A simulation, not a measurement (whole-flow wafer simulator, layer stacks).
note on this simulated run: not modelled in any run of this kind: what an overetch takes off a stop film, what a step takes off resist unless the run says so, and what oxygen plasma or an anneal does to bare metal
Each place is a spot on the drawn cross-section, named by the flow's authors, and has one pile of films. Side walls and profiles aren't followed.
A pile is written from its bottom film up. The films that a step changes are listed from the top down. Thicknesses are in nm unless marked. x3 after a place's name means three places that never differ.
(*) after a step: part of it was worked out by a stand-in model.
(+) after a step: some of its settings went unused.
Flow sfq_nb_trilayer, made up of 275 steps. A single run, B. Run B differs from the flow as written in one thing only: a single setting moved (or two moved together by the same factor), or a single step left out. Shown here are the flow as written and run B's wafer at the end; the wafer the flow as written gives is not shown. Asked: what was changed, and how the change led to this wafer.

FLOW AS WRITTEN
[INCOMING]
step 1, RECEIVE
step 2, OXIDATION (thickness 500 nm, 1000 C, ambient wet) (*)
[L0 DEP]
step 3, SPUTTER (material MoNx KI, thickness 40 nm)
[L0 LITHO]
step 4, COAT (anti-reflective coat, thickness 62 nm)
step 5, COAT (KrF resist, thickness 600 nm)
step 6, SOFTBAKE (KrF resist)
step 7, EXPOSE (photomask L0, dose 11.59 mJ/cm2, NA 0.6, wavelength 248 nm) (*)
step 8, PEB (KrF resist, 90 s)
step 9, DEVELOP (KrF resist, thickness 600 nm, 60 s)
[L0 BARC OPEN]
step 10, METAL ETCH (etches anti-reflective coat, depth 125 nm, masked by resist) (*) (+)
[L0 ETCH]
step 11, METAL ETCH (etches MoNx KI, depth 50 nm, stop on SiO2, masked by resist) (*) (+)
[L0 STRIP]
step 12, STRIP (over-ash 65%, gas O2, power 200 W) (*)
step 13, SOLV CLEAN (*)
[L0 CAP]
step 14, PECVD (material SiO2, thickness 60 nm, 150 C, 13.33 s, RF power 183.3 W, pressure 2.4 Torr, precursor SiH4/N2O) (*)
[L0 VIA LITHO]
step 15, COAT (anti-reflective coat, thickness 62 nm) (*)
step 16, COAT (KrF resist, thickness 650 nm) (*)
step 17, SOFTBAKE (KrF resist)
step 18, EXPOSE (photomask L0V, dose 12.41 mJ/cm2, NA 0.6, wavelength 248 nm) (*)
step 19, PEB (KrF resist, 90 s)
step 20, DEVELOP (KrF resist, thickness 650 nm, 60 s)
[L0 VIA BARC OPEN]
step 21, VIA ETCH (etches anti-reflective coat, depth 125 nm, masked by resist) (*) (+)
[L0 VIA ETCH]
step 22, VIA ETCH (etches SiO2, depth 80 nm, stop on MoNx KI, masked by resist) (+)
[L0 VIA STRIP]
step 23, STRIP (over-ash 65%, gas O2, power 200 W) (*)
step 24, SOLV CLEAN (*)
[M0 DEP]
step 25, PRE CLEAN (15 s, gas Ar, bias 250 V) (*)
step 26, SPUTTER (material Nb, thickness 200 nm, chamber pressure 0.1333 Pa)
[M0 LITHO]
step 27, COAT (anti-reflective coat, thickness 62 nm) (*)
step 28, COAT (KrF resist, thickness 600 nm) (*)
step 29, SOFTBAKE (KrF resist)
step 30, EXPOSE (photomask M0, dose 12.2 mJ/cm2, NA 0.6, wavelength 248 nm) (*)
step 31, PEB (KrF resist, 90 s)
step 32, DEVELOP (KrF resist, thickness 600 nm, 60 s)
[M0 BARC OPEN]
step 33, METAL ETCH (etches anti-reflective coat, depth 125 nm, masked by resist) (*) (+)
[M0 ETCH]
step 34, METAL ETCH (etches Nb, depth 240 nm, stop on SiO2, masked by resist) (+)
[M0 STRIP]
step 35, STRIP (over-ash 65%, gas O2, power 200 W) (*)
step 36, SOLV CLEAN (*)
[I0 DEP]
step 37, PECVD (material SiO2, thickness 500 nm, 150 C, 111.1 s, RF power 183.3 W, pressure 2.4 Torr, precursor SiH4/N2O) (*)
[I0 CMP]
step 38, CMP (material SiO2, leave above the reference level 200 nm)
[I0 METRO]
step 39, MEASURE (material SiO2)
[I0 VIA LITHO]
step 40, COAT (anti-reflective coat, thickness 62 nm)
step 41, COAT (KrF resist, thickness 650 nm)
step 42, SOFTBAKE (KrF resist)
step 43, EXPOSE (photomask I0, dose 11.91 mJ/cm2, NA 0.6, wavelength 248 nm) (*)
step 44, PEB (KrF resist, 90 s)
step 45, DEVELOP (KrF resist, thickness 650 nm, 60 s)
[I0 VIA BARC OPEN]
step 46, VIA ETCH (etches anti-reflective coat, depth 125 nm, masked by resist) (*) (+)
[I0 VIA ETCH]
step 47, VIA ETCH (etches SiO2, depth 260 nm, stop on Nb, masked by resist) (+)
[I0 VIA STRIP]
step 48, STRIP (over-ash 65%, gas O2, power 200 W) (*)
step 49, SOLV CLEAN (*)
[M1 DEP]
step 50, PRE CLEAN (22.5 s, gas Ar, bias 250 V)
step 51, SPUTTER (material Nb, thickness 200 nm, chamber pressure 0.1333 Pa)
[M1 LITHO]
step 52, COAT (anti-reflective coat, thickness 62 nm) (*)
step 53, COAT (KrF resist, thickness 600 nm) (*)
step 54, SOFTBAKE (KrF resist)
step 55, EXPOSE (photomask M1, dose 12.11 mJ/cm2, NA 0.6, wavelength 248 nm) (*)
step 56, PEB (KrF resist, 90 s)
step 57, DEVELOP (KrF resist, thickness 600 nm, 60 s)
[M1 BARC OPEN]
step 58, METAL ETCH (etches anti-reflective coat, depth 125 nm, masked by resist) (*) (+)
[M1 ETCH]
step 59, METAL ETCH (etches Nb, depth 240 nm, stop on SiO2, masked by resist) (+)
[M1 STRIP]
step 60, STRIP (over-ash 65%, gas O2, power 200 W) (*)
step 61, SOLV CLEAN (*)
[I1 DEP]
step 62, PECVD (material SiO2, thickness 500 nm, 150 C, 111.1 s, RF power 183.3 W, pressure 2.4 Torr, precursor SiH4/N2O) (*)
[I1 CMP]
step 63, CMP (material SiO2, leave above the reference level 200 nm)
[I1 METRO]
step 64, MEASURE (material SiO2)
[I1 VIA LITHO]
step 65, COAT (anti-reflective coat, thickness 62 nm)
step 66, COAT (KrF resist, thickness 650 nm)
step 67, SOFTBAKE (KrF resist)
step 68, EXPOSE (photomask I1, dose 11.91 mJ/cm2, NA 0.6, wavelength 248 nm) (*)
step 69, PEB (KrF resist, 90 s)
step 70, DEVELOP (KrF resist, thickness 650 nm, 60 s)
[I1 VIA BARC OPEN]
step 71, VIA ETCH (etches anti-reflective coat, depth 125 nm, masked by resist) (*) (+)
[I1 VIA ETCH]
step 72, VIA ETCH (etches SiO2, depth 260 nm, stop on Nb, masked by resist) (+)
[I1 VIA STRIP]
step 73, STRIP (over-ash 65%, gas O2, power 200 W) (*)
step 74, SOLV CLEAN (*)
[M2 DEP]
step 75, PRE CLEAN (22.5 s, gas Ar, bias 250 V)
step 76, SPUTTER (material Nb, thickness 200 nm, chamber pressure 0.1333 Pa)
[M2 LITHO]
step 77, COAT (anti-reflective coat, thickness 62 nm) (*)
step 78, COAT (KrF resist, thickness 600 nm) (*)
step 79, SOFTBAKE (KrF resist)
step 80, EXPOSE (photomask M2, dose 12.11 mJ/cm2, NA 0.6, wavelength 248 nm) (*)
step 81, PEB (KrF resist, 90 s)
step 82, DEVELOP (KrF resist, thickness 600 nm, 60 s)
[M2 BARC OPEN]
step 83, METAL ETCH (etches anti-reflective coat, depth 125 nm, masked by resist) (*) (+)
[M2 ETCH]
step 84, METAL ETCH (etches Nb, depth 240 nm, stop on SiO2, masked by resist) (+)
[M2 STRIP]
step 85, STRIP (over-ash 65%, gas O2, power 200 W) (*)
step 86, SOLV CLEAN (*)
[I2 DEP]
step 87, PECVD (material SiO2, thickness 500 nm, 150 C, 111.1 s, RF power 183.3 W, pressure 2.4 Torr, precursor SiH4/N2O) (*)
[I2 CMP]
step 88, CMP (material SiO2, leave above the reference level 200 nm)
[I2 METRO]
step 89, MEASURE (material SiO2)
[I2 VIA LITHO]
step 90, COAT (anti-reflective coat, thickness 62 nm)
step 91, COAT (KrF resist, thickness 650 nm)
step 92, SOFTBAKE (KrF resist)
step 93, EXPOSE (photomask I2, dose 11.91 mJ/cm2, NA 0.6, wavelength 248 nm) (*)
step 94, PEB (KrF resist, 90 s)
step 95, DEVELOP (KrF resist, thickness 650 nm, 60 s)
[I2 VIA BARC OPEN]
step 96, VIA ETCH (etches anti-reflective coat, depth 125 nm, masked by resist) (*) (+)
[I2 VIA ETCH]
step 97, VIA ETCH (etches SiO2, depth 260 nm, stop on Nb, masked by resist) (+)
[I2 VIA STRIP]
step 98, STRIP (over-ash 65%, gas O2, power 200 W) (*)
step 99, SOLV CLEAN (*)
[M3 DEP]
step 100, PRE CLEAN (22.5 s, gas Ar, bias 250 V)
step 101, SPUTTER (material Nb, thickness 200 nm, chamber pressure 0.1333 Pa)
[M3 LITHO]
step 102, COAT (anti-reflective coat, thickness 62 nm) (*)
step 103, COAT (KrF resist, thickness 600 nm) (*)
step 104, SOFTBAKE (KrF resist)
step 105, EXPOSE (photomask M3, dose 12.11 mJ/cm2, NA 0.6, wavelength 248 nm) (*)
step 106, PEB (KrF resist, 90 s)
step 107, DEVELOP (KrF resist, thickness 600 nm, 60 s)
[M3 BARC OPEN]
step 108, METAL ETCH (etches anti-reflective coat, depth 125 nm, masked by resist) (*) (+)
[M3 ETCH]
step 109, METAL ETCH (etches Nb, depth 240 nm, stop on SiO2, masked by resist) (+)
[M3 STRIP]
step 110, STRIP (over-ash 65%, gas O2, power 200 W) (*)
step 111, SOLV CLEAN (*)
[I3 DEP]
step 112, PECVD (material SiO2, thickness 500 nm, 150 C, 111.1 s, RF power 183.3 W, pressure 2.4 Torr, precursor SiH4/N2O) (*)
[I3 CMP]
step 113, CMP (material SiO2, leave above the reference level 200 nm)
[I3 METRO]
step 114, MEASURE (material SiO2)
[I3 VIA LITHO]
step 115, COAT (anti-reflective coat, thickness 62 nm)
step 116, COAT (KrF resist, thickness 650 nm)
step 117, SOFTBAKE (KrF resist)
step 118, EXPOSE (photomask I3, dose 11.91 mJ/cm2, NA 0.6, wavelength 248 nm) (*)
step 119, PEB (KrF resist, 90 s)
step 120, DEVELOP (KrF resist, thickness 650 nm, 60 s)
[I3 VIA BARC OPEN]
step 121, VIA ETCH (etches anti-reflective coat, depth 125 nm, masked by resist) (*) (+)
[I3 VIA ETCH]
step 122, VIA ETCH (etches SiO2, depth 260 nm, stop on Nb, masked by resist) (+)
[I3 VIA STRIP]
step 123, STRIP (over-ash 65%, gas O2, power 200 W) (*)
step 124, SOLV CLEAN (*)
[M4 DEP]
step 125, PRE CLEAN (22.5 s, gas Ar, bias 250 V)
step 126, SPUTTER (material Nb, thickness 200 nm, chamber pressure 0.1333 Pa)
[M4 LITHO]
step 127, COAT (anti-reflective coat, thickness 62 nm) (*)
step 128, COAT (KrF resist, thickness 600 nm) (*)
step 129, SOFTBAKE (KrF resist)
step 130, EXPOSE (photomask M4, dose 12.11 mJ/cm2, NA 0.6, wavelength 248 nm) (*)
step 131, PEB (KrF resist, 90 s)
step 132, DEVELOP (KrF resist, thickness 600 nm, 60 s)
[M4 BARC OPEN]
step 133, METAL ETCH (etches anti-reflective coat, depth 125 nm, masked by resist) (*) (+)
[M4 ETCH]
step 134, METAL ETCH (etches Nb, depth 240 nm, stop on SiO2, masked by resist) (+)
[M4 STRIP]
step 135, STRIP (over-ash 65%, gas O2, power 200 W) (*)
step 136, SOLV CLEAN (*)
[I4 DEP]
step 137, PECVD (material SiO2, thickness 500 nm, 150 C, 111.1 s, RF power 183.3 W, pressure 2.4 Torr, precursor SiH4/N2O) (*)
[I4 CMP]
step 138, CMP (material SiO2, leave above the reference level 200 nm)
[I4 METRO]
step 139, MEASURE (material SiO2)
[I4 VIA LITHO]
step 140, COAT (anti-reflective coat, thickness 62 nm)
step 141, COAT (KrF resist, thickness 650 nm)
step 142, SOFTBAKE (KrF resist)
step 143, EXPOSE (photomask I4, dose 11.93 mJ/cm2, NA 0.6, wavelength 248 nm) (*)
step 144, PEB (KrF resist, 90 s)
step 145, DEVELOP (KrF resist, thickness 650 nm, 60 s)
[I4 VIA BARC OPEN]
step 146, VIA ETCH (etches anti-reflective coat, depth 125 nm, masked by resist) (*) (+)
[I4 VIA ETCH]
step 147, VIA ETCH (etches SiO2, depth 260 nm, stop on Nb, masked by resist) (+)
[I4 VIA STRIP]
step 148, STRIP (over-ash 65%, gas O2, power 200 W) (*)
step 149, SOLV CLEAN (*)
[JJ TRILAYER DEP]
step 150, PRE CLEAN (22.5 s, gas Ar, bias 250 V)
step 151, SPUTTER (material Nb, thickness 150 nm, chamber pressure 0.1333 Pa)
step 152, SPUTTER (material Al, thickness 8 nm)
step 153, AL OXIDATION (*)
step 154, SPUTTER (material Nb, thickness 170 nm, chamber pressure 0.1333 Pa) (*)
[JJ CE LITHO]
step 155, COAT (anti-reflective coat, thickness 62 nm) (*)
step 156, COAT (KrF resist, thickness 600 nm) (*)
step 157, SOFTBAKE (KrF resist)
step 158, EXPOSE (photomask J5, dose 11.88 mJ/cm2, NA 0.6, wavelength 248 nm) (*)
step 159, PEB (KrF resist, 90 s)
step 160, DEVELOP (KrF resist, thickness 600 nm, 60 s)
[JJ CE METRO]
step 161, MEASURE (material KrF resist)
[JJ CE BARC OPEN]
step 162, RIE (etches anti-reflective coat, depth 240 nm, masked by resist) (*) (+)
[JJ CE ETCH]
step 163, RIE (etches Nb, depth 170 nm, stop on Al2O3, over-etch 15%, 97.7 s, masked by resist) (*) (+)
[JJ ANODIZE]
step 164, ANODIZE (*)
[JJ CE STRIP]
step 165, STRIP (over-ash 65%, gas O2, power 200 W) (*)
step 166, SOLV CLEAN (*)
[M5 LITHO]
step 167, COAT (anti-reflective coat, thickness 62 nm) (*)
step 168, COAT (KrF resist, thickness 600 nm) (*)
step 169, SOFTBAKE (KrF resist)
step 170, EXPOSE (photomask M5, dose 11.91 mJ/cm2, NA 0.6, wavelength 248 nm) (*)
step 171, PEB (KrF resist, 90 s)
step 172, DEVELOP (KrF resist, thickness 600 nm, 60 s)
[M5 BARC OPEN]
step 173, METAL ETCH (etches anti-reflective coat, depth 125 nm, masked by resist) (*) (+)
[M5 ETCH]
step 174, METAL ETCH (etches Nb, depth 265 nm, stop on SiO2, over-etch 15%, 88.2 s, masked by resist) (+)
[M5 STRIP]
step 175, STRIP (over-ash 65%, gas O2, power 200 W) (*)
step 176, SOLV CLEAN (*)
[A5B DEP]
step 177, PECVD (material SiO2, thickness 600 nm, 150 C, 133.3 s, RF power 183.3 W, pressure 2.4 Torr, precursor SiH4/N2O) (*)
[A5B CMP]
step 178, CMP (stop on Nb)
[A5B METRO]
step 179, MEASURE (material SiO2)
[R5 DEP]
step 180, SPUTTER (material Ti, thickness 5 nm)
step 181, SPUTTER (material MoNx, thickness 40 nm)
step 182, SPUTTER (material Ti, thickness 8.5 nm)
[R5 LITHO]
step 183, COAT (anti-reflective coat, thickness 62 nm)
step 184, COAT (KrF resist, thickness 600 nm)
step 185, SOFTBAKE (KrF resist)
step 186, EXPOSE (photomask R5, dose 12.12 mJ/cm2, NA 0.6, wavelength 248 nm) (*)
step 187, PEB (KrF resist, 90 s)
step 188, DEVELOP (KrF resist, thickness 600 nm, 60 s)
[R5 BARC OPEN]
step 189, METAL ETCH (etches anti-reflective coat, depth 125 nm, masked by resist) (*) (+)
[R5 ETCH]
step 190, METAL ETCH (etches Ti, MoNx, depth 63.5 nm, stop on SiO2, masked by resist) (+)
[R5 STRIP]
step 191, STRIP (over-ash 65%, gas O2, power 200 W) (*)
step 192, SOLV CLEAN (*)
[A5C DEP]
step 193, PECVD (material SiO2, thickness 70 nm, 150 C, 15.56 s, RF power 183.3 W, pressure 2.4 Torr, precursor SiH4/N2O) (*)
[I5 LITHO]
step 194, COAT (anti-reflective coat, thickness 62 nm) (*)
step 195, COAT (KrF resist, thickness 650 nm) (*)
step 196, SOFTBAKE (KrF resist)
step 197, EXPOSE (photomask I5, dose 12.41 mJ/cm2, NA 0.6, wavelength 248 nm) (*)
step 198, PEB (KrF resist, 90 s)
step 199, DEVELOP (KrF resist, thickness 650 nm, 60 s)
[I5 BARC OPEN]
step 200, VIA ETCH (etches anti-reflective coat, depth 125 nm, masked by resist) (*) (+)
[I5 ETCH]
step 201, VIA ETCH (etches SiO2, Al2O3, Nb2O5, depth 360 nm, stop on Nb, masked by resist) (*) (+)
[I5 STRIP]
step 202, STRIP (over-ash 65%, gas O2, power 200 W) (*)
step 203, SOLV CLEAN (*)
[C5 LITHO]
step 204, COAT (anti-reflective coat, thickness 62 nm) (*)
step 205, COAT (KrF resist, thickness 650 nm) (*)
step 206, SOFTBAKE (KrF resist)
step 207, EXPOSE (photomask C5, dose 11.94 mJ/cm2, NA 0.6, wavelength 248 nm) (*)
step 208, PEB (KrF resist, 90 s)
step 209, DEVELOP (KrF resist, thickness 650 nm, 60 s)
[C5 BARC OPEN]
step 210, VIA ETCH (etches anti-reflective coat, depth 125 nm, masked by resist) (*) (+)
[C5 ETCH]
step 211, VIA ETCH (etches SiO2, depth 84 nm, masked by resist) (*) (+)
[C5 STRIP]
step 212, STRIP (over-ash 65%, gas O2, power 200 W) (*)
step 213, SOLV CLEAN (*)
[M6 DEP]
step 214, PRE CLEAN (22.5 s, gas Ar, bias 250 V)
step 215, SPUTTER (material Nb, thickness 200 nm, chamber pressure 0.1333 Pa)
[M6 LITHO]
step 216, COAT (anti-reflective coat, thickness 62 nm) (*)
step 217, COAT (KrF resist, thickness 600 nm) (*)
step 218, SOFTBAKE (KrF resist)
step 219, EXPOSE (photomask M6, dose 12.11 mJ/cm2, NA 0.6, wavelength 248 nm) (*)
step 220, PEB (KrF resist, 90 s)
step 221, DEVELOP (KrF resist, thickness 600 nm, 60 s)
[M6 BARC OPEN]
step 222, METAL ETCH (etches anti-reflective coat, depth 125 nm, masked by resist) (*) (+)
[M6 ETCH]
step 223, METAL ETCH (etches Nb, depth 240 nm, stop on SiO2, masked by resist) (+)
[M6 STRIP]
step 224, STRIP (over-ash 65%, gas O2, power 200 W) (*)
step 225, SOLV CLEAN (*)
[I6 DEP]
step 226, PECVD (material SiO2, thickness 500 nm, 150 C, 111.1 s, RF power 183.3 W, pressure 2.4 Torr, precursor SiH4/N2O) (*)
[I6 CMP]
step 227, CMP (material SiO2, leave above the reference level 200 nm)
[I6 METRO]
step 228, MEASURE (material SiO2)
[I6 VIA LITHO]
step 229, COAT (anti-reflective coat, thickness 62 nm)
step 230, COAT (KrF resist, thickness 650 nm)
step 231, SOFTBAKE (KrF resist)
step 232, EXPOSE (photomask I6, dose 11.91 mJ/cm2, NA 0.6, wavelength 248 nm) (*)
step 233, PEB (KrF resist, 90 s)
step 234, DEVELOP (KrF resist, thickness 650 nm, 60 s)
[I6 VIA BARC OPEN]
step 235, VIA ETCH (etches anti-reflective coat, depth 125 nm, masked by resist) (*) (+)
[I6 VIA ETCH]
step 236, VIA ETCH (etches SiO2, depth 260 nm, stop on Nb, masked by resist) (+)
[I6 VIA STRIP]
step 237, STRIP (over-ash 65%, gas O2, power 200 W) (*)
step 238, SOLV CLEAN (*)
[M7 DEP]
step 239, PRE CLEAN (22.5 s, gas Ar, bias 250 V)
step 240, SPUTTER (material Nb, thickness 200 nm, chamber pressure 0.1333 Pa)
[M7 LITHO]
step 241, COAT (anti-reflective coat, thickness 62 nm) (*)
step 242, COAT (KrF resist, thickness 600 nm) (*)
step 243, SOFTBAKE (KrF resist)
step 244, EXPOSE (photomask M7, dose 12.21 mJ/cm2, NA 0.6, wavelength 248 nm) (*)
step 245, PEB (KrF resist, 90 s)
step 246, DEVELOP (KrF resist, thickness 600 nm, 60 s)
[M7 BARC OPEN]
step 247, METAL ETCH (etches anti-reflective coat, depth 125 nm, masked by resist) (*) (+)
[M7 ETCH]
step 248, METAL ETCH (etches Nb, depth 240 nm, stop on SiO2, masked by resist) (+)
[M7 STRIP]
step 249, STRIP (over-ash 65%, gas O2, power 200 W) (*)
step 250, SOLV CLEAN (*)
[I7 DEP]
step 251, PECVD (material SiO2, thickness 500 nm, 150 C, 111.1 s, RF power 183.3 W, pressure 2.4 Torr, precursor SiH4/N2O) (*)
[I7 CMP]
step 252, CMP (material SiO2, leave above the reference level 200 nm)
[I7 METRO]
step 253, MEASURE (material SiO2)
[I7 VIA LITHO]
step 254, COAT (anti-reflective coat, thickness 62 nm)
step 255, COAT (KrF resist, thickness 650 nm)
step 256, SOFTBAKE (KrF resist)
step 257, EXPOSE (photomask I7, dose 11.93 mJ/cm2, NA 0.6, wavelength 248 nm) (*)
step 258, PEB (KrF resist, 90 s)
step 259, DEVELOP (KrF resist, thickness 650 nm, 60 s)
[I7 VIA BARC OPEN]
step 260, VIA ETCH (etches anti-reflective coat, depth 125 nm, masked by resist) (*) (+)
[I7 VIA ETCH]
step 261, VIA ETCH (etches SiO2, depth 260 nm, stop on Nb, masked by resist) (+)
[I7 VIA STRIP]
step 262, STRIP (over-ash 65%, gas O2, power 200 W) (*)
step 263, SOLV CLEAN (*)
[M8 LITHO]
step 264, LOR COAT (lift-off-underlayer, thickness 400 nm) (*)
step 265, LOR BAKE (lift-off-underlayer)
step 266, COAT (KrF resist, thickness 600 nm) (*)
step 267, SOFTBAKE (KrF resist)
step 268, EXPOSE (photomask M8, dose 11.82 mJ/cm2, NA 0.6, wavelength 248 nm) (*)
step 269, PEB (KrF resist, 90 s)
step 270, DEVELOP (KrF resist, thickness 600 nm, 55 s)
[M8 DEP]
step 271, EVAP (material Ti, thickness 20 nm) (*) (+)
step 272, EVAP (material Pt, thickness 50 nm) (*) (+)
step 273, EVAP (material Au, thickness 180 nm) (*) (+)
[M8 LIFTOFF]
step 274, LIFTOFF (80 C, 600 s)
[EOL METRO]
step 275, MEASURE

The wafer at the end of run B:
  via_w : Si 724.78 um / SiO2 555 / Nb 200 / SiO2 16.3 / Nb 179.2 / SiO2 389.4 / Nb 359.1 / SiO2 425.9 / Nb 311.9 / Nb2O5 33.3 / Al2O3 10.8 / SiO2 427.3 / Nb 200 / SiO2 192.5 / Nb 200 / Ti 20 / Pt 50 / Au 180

The reason: step 47, VIA ETCH: depth 176 nm was run, while the flow as written has depth 260 nm.

Step by step, how the change led to this:
  step 47, VIA ETCH (etches SiO2, depth 260 nm, stop on Nb, masked by resist) (+)
      via_w: SiO2 loses 176 (it would be, as written: SiO2 loses 199.8 (all of it))
      field_l, v_sur, via_wl and 102 more: KrF resist loses 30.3 (it would be, as written: KrF resist loses 44.8)
  step 48, STRIP (over-ash 65%, gas O2, power 200 W) (*)
      field_l, v_sur, via_wl and 102 more: KrF resist loses 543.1 (all of it), anti-reflective coat loses 62 (all of it) (it would be, as written: KrF resist loses 528.6 (all of it), anti-reflective coat loses 62 (all of it))
  step 50, PRE CLEAN (22.5 s, gas Ar, bias 250 V)
      via_w: SiO2 loses 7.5 (it would be, as written: Nb loses 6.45)
  step 51, SPUTTER (material Nb, thickness 200 nm, chamber pressure 0.1333 Pa)
      via_w: Nb gains 179.2 (new film) (it would be, as written: Nb gains 174.5)
  step 52, COAT (anti-reflective coat, thickness 62 nm) (*)
      via_w: anti-reflective coat gains 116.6 (new film) (it would be, as written: anti-reflective coat gains 123.1 (new film))
      via_wr: anti-reflective coat gains 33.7 (new film) (it would be, as written: anti-reflective coat gains 34.9 (new film))
  step 53, COAT (KrF resist, thickness 600 nm) (*)
      via_w: KrF resist gains 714 (new film) (it would be, as written: KrF resist gains 731.8 (new film))
  step 60, STRIP (over-ash 65%, gas O2, power 200 W) (*)
      via_w: KrF resist loses 496.1 (all of it), anti-reflective coat loses 116.6 (all of it) (it would be, as written: KrF resist loses 513.8 (all of it), anti-reflective coat loses 123.1 (all of it))
      via_wr: KrF resist loses 388.1 (all of it), anti-reflective coat loses 33.7 (all of it) (it would be, as written: KrF resist loses 384.4 (all of it), anti-reflective coat loses 34.9 (all of it))
  step 62, PECVD (material SiO2, thickness 500 nm, 150 C, 111.1 s, RF power 183.3 W, pressure 2.4 Torr, precursor SiH4/N2O) (*)
      via_w: SiO2 gains 554 (new film) (it would be, as written: SiO2 gains 606 (new film))
  step 63, CMP (material SiO2, leave above the reference level 200 nm)
      via_w: SiO2 loses 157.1 (it would be, as written: SiO2 loses 181.6)
With metal films that touch counted as one body, via_w has 6 bodies (between them, from the top down: SiO2 192.5; SiO2 427.3 / Al2O3 10.8 / Nb2O5 33.3; SiO2 425.9; SiO2 389.4; SiO2 16.3); the flow as written gives 5 bodies (between them, from the top down: SiO2 192.5; SiO2 427.3 / Al2O3 10.8 / Nb2O5 33.3; SiO2 425.9; SiO2 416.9).
